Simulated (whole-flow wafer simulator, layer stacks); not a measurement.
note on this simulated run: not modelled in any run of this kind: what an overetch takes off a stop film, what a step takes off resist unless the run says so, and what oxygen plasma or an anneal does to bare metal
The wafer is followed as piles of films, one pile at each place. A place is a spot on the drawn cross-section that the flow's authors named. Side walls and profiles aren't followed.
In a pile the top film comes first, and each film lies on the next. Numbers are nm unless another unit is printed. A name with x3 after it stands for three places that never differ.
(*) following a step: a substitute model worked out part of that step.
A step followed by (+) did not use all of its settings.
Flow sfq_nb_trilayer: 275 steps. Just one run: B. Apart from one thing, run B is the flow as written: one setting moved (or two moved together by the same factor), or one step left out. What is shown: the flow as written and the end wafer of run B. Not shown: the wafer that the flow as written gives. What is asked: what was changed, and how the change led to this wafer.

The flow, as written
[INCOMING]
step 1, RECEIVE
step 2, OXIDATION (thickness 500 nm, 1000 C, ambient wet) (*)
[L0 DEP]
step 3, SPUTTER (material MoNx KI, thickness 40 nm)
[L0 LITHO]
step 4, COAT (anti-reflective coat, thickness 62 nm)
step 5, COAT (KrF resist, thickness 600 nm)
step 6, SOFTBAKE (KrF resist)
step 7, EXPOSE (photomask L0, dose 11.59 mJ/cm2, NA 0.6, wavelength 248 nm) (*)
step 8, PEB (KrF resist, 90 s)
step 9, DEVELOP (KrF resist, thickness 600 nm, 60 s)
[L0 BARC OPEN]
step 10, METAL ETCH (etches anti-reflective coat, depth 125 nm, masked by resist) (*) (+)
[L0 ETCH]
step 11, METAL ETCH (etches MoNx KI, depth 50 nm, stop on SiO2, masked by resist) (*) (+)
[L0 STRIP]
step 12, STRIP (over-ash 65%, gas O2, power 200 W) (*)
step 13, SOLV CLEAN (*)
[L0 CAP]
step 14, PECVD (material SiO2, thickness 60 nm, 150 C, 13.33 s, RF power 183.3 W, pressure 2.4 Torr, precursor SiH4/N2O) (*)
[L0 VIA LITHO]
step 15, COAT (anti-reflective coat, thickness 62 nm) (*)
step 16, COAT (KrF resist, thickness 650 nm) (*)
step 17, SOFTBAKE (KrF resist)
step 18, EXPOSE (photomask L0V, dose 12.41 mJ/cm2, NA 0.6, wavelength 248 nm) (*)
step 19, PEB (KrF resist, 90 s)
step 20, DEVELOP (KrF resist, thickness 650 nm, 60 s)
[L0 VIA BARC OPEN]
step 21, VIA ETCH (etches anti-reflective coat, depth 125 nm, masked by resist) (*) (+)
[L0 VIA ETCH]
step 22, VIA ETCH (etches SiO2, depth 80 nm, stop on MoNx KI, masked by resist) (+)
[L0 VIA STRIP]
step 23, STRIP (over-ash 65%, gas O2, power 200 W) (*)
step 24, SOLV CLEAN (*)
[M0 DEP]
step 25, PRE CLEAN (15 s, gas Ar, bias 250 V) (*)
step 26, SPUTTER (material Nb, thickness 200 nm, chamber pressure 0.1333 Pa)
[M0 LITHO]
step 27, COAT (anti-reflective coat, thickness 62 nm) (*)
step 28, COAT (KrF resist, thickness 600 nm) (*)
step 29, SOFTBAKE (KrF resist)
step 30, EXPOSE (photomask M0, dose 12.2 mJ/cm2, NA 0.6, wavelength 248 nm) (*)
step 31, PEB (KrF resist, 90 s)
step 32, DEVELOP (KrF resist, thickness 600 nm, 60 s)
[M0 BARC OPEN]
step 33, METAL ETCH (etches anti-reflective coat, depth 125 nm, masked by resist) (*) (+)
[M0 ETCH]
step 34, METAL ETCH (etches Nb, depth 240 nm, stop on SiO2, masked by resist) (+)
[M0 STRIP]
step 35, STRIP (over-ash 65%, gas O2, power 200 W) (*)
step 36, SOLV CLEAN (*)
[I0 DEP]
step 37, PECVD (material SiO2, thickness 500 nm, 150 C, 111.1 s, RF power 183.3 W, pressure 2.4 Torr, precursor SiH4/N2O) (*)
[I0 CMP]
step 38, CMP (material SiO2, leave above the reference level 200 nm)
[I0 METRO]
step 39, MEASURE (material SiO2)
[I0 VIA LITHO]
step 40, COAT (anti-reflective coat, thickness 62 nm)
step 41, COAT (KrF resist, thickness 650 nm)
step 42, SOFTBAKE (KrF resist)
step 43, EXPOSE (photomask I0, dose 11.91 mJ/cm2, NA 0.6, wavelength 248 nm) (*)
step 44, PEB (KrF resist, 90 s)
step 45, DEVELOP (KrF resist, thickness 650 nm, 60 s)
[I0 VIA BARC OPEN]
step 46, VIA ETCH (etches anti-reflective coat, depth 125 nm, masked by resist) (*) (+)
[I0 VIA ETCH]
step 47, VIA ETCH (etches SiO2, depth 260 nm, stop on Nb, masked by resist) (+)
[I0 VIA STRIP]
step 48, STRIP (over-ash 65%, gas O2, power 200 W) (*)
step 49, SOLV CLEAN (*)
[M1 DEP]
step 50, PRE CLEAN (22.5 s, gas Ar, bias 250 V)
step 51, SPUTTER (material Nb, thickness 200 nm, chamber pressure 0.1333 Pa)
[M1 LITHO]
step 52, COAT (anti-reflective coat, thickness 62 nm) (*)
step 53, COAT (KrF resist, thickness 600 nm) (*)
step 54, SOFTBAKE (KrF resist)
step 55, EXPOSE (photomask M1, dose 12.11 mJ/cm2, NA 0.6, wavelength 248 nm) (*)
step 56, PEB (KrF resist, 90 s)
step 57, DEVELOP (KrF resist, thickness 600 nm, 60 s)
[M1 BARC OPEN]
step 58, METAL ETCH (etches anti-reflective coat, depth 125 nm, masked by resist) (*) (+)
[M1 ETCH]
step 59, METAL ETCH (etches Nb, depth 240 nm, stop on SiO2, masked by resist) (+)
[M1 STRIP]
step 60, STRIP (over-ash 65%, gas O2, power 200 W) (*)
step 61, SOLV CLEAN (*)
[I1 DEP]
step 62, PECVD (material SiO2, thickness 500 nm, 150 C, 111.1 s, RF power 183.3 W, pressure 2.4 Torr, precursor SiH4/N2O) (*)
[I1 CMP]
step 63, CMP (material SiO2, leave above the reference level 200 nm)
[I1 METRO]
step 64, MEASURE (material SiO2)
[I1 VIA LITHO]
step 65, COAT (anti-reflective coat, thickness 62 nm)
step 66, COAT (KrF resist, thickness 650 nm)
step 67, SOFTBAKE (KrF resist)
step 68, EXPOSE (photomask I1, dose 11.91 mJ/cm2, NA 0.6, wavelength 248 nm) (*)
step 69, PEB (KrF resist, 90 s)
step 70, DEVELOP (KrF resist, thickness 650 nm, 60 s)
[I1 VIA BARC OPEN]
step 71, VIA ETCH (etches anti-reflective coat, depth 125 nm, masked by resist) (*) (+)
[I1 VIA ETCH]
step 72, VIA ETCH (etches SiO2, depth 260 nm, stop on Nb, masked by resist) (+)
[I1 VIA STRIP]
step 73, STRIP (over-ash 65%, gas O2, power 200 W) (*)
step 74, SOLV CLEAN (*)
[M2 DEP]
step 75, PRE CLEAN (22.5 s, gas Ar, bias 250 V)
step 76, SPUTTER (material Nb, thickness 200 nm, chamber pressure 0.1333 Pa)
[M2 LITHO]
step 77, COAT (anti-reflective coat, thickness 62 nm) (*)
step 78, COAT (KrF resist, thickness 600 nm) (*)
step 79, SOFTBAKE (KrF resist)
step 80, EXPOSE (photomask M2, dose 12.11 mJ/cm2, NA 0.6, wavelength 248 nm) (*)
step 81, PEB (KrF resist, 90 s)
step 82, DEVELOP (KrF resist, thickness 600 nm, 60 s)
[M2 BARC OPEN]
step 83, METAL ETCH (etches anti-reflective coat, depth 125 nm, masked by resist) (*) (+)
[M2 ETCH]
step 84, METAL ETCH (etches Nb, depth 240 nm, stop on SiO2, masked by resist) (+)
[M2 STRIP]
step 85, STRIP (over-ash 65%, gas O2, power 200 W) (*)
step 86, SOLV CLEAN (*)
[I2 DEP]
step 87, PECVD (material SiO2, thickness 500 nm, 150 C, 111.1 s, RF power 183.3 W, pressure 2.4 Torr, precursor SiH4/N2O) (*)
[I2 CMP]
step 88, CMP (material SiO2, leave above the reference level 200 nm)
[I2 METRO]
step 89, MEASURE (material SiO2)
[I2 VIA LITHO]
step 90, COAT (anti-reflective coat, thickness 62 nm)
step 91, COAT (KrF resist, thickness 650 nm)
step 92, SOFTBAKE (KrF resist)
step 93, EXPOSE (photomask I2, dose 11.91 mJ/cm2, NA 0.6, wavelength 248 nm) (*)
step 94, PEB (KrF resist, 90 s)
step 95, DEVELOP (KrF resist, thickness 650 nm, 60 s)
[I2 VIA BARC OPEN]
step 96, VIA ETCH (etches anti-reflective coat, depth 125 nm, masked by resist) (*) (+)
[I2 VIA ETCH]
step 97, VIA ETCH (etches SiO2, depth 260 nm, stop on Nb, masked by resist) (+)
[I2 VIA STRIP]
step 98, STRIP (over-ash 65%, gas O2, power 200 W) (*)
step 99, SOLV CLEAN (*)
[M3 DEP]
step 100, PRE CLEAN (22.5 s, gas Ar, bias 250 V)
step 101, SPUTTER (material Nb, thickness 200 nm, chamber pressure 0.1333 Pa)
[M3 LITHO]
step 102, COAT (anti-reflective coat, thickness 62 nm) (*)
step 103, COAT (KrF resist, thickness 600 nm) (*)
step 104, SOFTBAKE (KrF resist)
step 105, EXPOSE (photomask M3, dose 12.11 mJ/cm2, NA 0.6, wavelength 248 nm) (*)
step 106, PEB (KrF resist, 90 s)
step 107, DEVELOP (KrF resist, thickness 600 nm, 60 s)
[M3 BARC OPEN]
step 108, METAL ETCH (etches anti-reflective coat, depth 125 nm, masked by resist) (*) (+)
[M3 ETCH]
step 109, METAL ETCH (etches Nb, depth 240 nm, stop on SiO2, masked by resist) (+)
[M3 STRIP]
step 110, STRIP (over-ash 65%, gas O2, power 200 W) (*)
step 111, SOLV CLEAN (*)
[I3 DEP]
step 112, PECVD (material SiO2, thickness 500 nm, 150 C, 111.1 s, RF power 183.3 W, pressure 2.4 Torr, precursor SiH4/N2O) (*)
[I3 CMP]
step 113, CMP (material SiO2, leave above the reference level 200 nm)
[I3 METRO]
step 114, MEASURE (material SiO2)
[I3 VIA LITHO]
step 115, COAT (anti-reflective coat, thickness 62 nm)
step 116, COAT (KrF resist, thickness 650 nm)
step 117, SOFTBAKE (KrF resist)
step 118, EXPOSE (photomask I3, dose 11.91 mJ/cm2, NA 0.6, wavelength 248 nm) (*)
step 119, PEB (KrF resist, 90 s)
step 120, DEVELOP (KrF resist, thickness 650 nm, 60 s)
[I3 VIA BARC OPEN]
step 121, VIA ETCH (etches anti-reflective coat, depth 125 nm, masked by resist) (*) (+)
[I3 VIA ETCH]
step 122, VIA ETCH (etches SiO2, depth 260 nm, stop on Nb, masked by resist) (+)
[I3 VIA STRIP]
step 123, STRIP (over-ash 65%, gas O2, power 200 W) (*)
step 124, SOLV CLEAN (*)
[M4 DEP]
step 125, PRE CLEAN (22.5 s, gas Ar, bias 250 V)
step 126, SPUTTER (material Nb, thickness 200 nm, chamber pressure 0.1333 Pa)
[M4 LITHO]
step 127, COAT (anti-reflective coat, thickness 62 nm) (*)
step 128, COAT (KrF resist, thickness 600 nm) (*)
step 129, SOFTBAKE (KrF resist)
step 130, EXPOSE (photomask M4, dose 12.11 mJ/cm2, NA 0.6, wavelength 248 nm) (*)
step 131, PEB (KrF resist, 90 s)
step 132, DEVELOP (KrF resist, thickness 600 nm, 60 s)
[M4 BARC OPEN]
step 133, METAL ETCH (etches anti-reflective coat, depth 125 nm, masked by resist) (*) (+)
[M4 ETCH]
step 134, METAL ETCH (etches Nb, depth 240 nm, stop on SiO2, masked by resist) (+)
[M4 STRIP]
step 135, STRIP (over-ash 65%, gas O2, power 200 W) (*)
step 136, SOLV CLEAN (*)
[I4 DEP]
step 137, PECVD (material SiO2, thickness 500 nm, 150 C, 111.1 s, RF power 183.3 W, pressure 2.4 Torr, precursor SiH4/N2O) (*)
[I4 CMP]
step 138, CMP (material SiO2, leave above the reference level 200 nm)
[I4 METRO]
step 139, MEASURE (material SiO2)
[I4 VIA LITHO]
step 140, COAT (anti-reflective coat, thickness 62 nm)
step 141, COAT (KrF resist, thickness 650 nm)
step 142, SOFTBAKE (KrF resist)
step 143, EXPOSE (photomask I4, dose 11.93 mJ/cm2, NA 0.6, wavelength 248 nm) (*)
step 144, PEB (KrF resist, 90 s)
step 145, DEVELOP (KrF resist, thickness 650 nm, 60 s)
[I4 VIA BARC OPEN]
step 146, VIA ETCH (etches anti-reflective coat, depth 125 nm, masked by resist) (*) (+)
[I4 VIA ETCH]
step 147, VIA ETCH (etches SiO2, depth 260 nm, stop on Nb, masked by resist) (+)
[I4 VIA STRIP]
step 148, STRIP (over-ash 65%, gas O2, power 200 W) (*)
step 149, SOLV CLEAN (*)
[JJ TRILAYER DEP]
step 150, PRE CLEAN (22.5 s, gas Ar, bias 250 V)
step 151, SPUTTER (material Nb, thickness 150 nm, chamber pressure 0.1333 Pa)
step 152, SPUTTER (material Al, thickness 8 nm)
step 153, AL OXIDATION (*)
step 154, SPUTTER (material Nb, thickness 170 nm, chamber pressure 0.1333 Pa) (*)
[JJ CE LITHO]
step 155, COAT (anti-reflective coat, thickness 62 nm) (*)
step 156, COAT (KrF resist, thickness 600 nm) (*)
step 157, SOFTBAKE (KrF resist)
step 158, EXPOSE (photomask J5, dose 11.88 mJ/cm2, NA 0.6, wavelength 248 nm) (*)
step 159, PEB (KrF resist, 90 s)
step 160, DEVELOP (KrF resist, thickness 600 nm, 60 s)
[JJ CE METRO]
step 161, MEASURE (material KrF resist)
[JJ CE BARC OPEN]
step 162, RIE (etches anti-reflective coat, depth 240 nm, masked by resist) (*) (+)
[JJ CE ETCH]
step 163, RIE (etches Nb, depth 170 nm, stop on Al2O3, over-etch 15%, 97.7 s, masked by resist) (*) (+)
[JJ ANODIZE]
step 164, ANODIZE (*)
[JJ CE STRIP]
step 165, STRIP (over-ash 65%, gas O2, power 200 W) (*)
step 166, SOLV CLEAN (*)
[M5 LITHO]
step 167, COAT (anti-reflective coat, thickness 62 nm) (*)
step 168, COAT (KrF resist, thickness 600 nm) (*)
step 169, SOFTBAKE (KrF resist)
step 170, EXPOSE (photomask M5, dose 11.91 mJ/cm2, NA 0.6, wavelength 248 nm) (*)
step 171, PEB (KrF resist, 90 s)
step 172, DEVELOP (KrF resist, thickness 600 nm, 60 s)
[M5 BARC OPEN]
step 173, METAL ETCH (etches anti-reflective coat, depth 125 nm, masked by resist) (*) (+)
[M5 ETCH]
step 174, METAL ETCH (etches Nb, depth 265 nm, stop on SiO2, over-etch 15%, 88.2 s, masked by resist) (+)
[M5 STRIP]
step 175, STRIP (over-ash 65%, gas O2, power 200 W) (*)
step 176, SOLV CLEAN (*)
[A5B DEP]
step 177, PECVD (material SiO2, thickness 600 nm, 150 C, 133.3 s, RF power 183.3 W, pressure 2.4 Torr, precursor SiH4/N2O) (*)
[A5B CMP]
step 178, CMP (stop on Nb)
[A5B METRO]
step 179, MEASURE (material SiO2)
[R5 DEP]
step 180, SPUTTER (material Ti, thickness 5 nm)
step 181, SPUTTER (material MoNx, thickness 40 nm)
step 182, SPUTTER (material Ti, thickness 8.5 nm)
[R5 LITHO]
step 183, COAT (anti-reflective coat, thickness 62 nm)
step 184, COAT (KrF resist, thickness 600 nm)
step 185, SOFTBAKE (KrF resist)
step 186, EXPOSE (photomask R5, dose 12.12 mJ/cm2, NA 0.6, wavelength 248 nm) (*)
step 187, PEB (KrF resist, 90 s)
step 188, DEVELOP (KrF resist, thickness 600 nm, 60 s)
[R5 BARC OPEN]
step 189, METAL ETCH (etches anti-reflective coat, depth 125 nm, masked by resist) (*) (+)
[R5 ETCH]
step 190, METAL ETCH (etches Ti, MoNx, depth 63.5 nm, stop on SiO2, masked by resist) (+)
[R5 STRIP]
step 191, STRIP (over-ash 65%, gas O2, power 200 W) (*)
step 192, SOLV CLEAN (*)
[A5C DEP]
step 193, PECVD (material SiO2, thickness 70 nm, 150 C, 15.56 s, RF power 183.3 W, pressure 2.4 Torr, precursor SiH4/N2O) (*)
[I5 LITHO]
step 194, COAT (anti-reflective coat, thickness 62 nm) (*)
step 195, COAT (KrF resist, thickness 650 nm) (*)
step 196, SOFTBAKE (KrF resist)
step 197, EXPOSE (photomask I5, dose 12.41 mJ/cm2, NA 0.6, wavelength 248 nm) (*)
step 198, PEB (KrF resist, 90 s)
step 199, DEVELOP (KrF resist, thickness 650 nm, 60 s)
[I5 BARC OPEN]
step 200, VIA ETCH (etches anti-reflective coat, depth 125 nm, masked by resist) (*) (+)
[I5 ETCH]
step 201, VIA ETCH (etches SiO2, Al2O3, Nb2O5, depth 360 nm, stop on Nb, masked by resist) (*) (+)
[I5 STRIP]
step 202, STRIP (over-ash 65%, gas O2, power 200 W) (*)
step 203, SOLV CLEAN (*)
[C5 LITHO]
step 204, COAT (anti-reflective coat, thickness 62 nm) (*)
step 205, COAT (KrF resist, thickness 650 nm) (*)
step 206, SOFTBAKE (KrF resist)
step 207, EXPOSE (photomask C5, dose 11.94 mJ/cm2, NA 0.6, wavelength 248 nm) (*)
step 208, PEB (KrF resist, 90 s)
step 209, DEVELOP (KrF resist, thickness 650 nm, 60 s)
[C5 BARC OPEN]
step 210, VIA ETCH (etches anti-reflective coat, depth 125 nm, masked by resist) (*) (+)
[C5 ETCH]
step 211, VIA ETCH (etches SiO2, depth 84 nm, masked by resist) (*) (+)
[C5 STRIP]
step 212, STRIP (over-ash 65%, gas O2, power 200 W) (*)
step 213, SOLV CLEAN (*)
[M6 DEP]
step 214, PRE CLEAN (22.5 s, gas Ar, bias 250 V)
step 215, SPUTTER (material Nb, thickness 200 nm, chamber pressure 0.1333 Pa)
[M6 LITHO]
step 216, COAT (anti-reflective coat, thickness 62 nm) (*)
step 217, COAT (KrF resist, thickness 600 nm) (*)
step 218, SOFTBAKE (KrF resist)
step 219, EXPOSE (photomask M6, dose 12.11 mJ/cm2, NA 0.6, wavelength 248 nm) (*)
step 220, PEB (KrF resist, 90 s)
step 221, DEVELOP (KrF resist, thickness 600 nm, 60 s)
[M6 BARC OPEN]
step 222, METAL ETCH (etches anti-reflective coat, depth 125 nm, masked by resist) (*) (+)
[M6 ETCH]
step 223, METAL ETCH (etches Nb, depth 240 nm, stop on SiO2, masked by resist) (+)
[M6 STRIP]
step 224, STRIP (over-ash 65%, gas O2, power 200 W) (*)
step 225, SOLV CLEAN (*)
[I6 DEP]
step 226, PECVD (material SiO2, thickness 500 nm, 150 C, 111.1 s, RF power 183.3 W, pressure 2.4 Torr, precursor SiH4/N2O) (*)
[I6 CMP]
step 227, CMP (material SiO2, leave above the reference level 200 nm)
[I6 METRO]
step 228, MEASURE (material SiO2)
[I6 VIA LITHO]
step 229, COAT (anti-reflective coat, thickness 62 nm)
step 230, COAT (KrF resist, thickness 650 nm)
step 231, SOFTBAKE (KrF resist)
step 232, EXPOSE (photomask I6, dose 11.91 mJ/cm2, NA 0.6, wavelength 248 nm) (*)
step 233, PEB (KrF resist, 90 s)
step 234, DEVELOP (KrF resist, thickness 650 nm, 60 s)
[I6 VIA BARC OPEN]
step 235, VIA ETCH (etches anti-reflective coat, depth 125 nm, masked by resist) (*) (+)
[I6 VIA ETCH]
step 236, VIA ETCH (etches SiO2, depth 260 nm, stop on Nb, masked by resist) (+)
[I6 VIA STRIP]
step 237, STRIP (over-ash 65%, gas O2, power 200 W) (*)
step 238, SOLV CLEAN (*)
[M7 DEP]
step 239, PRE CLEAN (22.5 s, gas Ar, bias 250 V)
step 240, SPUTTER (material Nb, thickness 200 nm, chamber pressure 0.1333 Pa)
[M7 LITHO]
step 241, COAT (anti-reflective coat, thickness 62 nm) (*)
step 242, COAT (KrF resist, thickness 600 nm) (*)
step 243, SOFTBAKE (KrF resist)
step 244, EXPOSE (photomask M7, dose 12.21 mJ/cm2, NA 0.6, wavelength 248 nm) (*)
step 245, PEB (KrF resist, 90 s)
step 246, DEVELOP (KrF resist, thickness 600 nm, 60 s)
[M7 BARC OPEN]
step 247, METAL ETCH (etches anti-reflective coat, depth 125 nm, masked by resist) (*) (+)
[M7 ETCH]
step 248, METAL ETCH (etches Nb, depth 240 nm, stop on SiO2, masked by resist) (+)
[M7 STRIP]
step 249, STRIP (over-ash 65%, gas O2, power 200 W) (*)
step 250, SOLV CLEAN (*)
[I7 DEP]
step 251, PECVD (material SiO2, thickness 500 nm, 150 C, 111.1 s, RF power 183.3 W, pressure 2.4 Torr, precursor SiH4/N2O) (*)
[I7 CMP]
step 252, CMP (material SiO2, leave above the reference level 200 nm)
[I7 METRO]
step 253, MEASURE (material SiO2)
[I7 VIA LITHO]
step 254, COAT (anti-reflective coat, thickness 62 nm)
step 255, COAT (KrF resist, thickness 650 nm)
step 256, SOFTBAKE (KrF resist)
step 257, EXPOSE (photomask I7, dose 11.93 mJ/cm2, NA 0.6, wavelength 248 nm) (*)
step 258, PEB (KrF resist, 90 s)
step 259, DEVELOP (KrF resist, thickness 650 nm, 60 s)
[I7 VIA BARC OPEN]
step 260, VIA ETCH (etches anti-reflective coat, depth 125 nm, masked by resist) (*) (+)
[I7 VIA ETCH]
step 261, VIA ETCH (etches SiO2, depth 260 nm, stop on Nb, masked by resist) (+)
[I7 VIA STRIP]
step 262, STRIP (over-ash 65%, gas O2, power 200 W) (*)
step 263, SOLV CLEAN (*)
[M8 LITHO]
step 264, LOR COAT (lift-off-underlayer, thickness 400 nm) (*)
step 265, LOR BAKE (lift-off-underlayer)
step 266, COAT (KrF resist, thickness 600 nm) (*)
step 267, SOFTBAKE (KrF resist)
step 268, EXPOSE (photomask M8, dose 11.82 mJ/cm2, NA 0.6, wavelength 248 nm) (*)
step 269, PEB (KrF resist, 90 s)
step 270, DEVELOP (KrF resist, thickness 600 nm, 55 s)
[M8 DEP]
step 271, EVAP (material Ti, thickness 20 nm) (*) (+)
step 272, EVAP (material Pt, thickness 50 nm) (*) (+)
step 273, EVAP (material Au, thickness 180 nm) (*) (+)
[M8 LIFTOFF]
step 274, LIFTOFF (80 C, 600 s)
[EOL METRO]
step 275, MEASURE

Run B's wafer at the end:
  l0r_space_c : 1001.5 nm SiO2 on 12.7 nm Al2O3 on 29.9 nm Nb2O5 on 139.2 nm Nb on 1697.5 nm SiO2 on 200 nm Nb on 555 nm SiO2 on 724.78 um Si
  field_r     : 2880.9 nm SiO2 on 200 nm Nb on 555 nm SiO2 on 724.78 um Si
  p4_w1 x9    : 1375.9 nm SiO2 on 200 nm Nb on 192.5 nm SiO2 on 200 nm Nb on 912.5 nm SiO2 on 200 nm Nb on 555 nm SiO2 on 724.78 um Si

The reason: step 88, CMP: leave above the reference level 135 nm was run, whereas the flow has leave above the reference level 200 nm.

Step by step, how the change led to this:
  step 88, CMP (material SiO2, leave above the reference level 200 nm)
      field_l, be, be_sur and 81 more: SiO2 loses 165 (it would be, as written: SiO2 loses 100)
      v_sur, via_wl, via_w and 18 more: SiO2 loses 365 (it would be, as written: SiO2 loses 300)
      (as well as at 1 more place)
  step 97, VIA ETCH (etches SiO2, depth 260 nm, stop on Nb, masked by resist) (+)
      field_l, v_sur, via_wl and 102 more: KrF resist loses 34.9 (it would be, as written: KrF resist loses 44.8)
      via_w: SiO2 loses 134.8 (all of it) (it would be, as written: SiO2 loses 199.8 (all of it))
  step 101, SPUTTER (material Nb, thickness 200 nm, chamber pressure 0.1333 Pa)
      via_w: Nb gains 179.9 (it would be, as written: Nb gains 165.5)
  step 102, COAT (anti-reflective coat, thickness 62 nm) (*)
      via_wl, via_wr: anti-reflective coat gains 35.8 (new film) (it would be, as written: anti-reflective coat gains 34.2 (new film))
      via_w: anti-reflective coat gains 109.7 (new film) (it would be, as written: anti-reflective coat gains 124.8 (new film))
  step 103, COAT (KrF resist, thickness 600 nm) (*)
      via_w: KrF resist gains 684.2 (new film) (it would be, as written: KrF resist gains 737.9 (new film))
  step 110, STRIP (over-ash 65%, gas O2, power 200 W) (*)
      via_wl, via_wr: KrF resist loses 390.7 (all of it), anti-reflective coat loses 35.8 (all of it) (it would be, as written: KrF resist loses 384.2 (all of it), anti-reflective coat loses 34.2 (all of it))
      via_w: KrF resist loses 466.3 (all of it), anti-reflective coat loses 109.7 (all of it) (it would be, as written: KrF resist loses 520 (all of it), anti-reflective coat loses 124.8 (all of it))
  step 112, PECVD (material SiO2, thickness 500 nm, 150 C, 111.1 s, RF power 183.3 W, pressure 2.4 Torr, precursor SiH4/N2O) (*)
      via_w: SiO2 gains 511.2 (new film) (it would be, as written: SiO2 gains 615 (new film))
  step 113, CMP (material SiO2, leave above the reference level 200 nm)
      via_w: SiO2 loses 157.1 (it would be, as written: SiO2 loses 181.6)
